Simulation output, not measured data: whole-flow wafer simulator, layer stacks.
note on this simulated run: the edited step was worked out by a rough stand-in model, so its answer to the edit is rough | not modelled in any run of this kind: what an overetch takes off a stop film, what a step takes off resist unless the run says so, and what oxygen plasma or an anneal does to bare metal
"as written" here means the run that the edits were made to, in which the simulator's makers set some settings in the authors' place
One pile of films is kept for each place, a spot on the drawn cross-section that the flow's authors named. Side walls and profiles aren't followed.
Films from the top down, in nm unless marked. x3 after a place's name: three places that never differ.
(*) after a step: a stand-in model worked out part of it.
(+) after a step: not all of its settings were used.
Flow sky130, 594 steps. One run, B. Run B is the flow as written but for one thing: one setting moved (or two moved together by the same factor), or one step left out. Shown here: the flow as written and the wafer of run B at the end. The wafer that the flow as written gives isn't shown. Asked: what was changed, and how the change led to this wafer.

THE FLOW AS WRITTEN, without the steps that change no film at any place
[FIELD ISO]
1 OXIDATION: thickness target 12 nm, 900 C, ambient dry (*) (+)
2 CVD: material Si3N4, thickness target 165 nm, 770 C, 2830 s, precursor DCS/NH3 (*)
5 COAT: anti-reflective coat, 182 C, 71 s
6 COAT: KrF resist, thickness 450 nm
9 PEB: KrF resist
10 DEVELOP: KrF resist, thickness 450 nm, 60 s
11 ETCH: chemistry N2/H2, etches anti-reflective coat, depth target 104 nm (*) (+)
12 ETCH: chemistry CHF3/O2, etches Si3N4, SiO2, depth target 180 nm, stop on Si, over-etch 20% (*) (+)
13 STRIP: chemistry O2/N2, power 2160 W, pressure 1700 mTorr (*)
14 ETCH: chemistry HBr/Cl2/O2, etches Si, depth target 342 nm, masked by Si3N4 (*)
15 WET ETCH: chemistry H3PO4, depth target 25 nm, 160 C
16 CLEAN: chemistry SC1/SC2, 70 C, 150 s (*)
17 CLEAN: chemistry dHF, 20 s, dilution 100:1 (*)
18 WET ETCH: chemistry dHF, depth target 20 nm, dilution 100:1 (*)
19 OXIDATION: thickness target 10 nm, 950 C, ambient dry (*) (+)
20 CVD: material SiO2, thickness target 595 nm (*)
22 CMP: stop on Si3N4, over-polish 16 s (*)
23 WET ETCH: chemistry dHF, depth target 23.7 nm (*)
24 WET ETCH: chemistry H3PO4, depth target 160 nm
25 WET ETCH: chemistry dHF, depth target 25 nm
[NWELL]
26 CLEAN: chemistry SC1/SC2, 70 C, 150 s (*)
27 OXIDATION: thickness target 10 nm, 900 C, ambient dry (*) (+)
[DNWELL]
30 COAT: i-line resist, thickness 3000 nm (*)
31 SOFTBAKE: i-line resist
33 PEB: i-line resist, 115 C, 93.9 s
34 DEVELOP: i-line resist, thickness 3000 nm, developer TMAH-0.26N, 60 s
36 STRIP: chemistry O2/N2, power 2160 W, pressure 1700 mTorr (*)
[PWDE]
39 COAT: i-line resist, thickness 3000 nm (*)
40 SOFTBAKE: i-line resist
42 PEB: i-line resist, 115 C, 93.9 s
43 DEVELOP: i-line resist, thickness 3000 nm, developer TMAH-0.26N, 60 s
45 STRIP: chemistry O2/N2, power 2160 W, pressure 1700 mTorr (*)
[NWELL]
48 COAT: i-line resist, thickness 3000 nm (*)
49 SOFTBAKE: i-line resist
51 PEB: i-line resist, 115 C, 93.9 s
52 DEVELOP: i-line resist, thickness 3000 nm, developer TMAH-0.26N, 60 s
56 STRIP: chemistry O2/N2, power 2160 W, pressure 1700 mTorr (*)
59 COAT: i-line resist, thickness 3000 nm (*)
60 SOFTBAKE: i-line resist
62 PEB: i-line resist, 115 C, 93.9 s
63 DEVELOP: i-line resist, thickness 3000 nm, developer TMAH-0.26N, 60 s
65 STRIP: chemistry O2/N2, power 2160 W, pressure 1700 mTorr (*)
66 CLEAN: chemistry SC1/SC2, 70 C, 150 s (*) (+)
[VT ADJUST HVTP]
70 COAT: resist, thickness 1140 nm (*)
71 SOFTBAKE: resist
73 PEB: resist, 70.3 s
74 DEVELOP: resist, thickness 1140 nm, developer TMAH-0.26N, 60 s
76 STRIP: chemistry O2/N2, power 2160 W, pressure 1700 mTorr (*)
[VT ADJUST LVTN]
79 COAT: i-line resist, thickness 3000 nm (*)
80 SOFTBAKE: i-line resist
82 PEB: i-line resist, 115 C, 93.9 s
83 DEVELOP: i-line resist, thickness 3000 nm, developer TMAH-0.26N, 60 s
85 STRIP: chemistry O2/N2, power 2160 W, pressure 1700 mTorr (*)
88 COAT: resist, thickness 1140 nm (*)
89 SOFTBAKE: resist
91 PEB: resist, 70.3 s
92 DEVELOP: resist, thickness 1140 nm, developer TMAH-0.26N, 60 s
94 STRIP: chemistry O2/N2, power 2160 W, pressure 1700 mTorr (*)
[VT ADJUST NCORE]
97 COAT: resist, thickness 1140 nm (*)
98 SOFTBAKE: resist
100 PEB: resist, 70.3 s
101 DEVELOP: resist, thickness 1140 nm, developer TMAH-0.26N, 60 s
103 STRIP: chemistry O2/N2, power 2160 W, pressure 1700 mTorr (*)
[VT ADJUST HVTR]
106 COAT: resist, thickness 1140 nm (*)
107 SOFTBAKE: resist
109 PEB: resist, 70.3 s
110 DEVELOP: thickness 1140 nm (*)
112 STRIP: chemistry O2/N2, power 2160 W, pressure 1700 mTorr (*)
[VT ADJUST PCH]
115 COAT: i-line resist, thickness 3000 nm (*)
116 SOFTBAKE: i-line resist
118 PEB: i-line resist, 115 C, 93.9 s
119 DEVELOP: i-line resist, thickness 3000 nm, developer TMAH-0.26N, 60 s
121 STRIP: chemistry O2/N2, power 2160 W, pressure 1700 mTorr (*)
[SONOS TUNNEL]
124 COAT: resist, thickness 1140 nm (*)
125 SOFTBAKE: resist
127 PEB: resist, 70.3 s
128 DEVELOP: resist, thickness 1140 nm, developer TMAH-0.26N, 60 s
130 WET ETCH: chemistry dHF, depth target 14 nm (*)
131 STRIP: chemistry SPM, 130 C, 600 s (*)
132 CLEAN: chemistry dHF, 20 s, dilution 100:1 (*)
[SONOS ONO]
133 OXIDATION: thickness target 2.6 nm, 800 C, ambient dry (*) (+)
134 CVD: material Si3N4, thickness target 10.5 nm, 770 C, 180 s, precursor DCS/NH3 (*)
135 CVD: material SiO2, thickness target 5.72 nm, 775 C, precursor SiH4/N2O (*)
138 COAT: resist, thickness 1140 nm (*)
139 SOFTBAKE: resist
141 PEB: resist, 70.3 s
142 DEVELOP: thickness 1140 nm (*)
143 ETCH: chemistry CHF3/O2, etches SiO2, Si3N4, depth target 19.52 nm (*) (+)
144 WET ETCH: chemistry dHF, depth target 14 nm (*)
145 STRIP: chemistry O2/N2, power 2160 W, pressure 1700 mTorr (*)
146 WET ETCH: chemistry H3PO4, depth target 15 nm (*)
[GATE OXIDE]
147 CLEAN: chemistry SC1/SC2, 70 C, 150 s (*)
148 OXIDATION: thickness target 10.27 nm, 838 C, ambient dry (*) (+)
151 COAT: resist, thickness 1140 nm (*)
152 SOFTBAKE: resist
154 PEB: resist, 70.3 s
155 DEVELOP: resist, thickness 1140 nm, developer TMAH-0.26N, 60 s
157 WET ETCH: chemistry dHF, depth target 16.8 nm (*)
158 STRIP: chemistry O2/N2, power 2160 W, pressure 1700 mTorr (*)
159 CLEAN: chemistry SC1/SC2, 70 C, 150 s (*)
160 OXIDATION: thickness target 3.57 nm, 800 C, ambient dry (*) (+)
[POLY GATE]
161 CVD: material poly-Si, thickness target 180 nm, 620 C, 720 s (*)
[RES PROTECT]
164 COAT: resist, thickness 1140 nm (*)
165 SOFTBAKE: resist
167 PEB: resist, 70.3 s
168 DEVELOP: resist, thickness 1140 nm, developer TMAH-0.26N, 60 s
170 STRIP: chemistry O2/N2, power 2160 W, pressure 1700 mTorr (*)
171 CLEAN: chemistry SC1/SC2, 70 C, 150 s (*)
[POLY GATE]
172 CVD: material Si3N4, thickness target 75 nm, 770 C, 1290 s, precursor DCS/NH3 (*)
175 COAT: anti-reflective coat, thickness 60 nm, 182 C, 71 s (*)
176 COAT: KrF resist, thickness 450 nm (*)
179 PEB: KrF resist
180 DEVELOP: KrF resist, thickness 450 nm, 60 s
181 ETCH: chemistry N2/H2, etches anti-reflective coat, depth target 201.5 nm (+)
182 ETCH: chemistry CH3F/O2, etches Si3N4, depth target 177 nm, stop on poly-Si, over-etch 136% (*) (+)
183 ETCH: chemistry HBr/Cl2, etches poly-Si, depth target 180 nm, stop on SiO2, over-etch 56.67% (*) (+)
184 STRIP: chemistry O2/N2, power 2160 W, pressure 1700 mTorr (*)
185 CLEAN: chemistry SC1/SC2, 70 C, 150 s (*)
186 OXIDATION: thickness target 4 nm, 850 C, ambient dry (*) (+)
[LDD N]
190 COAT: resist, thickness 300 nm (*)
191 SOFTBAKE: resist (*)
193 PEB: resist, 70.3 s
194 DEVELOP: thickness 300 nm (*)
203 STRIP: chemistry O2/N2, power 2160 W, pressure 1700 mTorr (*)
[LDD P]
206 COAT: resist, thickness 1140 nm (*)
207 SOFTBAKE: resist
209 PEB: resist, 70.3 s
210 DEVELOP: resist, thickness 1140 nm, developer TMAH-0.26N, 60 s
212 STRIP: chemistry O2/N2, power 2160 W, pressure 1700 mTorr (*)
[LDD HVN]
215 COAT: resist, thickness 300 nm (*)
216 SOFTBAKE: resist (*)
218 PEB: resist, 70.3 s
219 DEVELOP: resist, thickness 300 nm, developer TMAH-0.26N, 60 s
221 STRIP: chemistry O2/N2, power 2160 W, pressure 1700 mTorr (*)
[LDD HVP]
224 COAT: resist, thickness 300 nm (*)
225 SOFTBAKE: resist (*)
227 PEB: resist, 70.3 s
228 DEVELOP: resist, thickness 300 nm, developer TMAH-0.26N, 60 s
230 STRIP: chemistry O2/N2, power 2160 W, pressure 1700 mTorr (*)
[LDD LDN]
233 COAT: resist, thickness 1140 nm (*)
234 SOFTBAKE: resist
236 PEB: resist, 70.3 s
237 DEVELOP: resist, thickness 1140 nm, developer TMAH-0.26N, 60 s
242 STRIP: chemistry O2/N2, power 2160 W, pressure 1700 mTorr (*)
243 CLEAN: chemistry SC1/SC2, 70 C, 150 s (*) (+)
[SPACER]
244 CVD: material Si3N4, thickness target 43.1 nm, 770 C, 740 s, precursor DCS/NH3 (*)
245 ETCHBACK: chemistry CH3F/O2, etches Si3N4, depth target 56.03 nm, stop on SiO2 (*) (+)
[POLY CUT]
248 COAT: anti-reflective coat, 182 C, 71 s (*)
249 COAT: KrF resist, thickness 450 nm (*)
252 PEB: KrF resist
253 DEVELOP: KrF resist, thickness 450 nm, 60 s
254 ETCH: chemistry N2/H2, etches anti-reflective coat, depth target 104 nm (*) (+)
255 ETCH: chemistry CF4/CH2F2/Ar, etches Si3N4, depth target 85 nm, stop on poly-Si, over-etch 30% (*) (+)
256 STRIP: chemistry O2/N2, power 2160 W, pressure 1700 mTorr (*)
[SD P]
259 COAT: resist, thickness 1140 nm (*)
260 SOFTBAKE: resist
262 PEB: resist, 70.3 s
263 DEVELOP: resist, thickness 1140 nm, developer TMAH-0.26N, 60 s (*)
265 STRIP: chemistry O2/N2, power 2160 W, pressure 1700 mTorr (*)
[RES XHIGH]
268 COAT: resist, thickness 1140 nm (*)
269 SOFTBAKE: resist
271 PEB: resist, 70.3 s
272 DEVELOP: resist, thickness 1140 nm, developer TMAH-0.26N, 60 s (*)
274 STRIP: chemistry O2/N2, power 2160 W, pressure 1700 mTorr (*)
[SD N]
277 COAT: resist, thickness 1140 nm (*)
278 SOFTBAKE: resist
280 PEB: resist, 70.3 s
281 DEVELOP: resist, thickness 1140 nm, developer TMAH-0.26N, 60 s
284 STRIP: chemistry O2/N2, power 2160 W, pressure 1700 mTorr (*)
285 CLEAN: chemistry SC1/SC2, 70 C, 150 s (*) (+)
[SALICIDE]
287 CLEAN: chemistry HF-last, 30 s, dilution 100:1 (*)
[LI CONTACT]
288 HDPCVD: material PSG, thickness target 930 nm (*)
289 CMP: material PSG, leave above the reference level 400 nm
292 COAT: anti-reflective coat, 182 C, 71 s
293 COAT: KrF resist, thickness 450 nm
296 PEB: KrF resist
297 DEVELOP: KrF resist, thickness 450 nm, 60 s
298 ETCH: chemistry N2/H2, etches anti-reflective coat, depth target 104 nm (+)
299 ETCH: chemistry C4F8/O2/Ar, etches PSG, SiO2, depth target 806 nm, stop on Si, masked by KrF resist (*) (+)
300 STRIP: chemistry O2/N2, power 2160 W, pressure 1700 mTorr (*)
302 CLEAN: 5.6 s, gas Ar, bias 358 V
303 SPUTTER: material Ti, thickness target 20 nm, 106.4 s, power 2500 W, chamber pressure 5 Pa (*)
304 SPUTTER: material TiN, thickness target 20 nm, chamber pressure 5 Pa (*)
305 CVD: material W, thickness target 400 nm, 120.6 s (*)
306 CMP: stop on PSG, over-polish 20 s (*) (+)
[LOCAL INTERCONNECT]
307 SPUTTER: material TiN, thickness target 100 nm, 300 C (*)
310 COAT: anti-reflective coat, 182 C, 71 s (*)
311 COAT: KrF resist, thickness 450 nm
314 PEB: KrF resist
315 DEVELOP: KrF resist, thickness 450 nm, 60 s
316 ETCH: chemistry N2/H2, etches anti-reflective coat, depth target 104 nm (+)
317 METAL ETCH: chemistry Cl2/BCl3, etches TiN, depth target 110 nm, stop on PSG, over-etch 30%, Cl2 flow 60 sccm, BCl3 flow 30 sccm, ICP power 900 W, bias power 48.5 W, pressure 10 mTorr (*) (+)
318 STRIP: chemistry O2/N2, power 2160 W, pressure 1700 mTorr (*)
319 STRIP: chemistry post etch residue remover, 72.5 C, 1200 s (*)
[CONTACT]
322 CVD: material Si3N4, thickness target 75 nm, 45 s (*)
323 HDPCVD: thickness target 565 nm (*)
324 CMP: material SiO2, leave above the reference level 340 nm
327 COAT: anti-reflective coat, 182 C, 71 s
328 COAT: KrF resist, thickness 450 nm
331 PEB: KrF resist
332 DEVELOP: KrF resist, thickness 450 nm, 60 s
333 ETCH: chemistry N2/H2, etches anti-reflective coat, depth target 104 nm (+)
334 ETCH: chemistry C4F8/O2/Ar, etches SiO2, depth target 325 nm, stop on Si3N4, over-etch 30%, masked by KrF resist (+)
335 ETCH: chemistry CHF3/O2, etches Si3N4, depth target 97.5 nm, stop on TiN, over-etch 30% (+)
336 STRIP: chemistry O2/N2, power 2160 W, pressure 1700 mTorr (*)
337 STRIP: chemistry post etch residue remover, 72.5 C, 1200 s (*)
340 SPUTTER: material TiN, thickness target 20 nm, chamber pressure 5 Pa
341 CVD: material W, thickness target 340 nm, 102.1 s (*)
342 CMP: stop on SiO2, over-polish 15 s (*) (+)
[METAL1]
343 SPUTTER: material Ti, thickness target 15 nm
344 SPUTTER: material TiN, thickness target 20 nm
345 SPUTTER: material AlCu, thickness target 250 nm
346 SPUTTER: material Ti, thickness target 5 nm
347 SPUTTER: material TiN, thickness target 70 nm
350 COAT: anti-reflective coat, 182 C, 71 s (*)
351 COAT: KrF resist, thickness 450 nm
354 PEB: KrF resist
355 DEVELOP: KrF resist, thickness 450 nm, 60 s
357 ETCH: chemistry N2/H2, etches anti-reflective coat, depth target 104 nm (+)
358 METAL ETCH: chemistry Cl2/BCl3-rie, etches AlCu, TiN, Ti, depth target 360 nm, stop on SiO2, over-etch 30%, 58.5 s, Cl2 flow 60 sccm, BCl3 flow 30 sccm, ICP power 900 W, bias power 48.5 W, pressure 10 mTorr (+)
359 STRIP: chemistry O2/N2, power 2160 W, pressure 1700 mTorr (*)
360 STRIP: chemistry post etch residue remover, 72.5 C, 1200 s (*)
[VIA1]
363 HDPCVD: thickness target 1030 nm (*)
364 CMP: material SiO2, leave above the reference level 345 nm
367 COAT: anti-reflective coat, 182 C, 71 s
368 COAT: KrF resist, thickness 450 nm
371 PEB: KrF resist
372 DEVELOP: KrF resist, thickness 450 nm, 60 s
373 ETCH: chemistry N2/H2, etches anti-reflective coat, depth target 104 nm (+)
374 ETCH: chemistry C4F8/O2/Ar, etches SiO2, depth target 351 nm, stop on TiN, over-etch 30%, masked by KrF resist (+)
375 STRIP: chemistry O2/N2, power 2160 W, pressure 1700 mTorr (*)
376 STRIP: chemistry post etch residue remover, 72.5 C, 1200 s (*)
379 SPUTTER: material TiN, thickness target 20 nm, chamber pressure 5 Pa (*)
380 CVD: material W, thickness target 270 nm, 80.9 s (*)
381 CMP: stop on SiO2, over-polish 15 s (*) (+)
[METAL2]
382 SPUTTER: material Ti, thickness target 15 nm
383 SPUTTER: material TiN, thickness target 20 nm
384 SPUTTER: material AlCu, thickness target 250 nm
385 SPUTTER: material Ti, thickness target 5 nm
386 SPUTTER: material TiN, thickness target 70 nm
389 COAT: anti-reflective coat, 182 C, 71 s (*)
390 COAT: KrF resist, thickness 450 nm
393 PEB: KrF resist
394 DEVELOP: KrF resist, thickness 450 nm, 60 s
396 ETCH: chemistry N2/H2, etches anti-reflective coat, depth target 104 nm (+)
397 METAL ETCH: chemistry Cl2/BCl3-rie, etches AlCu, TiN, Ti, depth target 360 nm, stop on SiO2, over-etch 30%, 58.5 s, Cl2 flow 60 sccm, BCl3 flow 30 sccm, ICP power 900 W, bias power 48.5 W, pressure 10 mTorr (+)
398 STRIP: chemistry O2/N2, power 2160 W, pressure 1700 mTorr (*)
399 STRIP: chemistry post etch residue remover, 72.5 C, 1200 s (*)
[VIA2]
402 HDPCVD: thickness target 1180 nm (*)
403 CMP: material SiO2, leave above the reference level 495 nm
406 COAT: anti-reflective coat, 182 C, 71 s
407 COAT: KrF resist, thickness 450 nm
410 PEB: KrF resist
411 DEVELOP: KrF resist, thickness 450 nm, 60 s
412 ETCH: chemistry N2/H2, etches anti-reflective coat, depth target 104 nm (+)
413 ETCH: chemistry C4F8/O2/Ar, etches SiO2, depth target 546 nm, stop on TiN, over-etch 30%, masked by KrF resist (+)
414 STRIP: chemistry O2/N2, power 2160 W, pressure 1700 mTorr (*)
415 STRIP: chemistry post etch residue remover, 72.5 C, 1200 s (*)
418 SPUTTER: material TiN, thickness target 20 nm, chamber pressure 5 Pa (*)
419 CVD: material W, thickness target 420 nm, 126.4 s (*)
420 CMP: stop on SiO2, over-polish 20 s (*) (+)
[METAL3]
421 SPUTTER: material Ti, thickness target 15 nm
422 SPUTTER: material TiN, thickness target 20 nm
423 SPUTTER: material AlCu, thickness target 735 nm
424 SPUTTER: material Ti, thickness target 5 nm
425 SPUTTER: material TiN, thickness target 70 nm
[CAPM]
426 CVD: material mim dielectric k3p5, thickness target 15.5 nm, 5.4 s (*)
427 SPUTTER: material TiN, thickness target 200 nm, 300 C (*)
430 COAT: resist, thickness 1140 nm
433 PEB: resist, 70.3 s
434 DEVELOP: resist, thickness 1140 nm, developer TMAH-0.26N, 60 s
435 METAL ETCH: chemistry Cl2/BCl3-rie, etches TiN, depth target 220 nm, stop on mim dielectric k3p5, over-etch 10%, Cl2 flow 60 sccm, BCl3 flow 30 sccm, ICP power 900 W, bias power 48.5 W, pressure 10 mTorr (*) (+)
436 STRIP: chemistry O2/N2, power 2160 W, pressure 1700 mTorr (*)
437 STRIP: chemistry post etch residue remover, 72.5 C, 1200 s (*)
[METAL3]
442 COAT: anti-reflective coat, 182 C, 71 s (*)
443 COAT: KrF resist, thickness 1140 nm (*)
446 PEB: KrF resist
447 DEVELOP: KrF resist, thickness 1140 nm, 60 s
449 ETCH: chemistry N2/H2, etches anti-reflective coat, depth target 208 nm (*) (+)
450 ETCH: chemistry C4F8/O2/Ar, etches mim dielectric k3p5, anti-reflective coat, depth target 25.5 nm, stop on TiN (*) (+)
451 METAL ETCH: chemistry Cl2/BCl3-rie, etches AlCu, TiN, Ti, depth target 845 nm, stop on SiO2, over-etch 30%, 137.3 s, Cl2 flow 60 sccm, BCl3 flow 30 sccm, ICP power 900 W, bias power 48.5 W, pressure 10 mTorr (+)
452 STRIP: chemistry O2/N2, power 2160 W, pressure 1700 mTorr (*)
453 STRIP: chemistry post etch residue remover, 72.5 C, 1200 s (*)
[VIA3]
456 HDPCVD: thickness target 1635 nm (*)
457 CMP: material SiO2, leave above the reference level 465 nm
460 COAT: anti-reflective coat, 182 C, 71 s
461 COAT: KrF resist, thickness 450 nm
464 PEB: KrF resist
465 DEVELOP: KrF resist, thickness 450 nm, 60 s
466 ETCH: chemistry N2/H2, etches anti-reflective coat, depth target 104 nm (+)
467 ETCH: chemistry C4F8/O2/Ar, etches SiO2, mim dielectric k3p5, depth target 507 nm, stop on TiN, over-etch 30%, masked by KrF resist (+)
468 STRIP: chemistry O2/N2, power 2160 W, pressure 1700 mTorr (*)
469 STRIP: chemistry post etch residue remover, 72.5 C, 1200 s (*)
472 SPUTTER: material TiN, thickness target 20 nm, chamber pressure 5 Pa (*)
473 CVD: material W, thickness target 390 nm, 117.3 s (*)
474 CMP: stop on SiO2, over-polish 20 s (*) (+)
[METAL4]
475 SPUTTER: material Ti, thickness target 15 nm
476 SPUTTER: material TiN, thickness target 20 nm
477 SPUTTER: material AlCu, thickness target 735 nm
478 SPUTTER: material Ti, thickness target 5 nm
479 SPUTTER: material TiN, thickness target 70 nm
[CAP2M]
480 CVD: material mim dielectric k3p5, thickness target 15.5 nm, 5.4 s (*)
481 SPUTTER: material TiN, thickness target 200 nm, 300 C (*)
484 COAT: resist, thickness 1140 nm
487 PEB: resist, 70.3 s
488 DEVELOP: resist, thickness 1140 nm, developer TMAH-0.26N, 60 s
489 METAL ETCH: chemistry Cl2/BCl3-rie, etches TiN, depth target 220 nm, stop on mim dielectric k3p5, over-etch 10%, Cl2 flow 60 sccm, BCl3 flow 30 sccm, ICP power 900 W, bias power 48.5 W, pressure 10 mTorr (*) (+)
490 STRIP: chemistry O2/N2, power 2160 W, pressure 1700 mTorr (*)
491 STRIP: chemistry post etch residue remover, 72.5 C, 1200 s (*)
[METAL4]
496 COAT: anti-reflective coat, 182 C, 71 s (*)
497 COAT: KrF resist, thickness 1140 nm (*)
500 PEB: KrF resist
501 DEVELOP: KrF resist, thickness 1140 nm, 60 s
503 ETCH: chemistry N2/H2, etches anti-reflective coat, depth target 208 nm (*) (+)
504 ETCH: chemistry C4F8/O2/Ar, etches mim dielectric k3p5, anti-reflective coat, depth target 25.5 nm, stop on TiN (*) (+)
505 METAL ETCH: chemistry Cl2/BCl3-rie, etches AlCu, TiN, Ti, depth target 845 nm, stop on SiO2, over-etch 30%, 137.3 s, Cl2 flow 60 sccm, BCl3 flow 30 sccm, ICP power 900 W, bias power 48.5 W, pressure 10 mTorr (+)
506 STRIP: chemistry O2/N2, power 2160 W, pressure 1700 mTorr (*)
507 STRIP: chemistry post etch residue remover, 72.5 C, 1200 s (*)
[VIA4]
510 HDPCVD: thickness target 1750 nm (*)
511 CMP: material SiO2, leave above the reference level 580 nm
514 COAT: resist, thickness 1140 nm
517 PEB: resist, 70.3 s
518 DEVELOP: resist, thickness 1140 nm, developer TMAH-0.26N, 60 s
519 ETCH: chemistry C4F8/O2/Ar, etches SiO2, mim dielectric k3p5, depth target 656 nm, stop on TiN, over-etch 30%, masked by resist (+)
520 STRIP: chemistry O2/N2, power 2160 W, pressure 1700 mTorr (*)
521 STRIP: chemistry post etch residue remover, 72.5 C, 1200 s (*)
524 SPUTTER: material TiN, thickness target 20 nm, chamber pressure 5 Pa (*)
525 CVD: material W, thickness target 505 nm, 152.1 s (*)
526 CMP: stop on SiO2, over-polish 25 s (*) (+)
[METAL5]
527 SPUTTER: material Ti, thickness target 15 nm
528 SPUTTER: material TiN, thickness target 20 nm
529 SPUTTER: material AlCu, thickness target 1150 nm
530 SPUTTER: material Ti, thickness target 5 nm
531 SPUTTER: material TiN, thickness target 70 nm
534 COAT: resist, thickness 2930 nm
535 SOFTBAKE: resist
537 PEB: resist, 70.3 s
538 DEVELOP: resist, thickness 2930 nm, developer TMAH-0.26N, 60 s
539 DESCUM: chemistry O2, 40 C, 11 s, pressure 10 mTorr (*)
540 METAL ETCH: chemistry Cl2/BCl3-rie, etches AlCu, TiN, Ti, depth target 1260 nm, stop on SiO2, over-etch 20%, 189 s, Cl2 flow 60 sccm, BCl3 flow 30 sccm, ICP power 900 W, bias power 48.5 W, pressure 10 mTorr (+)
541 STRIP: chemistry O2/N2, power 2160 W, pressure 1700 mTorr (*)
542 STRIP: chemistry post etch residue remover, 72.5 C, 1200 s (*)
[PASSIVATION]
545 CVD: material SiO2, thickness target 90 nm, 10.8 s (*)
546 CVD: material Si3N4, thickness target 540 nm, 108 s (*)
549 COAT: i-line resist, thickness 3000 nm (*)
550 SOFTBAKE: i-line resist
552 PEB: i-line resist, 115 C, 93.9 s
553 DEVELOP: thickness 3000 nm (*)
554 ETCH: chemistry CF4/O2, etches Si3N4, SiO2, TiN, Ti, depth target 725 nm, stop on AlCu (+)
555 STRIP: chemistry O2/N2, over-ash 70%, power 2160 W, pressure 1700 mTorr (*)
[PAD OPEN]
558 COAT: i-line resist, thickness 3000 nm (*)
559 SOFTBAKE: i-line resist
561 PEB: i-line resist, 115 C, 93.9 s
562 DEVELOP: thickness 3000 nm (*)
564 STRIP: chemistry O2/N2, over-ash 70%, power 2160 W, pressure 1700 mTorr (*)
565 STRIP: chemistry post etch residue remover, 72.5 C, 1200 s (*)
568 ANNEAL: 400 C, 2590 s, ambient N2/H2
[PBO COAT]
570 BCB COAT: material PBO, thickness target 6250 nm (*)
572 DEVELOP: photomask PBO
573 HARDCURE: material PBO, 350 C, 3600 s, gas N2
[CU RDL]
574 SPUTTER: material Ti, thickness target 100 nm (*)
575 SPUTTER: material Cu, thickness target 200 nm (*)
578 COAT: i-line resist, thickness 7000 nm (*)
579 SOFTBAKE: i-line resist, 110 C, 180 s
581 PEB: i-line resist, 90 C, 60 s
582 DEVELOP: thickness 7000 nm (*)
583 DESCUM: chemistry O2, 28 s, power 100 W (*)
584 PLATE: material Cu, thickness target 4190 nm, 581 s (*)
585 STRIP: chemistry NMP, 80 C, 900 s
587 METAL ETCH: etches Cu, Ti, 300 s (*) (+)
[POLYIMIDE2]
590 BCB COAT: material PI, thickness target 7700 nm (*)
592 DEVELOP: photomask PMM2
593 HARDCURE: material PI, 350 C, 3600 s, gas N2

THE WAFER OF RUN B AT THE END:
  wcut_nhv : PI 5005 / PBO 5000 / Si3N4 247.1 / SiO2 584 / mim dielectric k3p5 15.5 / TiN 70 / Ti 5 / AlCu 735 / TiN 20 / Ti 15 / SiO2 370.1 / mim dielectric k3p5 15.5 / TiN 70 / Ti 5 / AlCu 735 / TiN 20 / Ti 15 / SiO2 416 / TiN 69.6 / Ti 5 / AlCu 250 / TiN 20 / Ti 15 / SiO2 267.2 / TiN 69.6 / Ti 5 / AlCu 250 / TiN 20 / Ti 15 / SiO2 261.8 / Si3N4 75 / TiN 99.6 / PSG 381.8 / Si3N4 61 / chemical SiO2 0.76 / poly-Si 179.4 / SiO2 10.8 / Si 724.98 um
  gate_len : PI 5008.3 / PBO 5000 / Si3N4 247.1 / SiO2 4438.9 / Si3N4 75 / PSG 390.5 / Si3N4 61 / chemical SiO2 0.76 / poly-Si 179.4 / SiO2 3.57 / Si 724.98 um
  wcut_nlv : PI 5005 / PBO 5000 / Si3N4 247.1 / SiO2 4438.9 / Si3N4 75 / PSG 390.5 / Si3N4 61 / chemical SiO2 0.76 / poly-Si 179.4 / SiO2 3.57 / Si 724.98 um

The cause: step 546, CVD: thickness target 842 nm was run, where the flow has thickness target 540 nm; step 546, CVD: 168 s was run, where the flow has 108 s.

How the change led to this, step by step:
  546 CVD: material Si3N4, thickness target 540 nm, 108 s (*)
      field, active, n_well and 190 more: Si3N4 +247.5 (new film) (as written it would be: Si3N4 +159.1 (new film))
  550 SOFTBAKE: i-line resist
      active: i-line resist +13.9 (as written it would be: i-line resist +12)
      gate: i-line resist -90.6 (as written it would be: i-line resist -85.5)
      (and at 63 more places)
  554 ETCH: chemistry CF4/O2, etches Si3N4, SiO2, TiN, Ti, depth target 725 nm, stop on AlCu (+)
      field, active, n_well and 189 more: i-line resist -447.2 (as written it would be: i-line resist -358.9)
      pad: Si3N4 -247.5 (all of it), SiO2 -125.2 (all of it), TiN -69.6 (all of it), Ti -5 (all of it) (as written it would be: Si3N4 -159.1 (all of it), SiO2 -125.2 (all of it), TiN -69.6 (all of it), Ti -5 (all of it))
  555 STRIP: chemistry O2/N2, over-ash 70%, power 2160 W, pressure 1700 mTorr (*)
      gate_hv, dice_street, iso_guard and 83 more: i-line resist -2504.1 (all of it) (as written it would be: i-line resist -2592.4 (all of it))
      n_well, p_well, sd_n, sd_p: i-line resist -1252.5 (all of it) (as written it would be: i-line resist -1340.8 (all of it))
      (and at 102 more places)
  558 COAT: i-line resist, thickness 3000 nm (*)
      pad: i-line resist +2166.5 (new film) (as written it would be: i-line resist +2077.7 (new film))
  559 SOFTBAKE: i-line resist
      field: i-line resist +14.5 (as written it would be: i-line resist +12.5)
      active: i-line resist +13.9 (as written it would be: i-line resist +12)
      (and at 70 more places)
  561 PEB: i-line resist, 115 C, 93.9 s
      pad: i-line resist -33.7 (as written it would be: i-line resist -32.2)
  562 DEVELOP: thickness 3000 nm (*)
      pad: i-line resist -2132.8 (all of it) (as written it would be: i-line resist -2045.5 (all of it))
  578 COAT: i-line resist, thickness 7000 nm (*)
      pad: i-line resist +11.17 um (new film) (as written it would be: i-line resist +11.08 um (new film))
  579 SOFTBAKE: i-line resist, 110 C, 180 s
      ndiff_licon_rim, ndiff_licon: i-line resist -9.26 (as written it would be: i-line resist -8.01)
      rpo_hd_licon, mim2: i-line resist -16.2 (as written it would be: i-line resist -14.9)
      (and at 29 more places)
  582 DEVELOP: thickness 7000 nm (*)
      pad: i-line resist -11.17 um (all of it) (as written it would be: i-line resist -11.08 um (all of it))
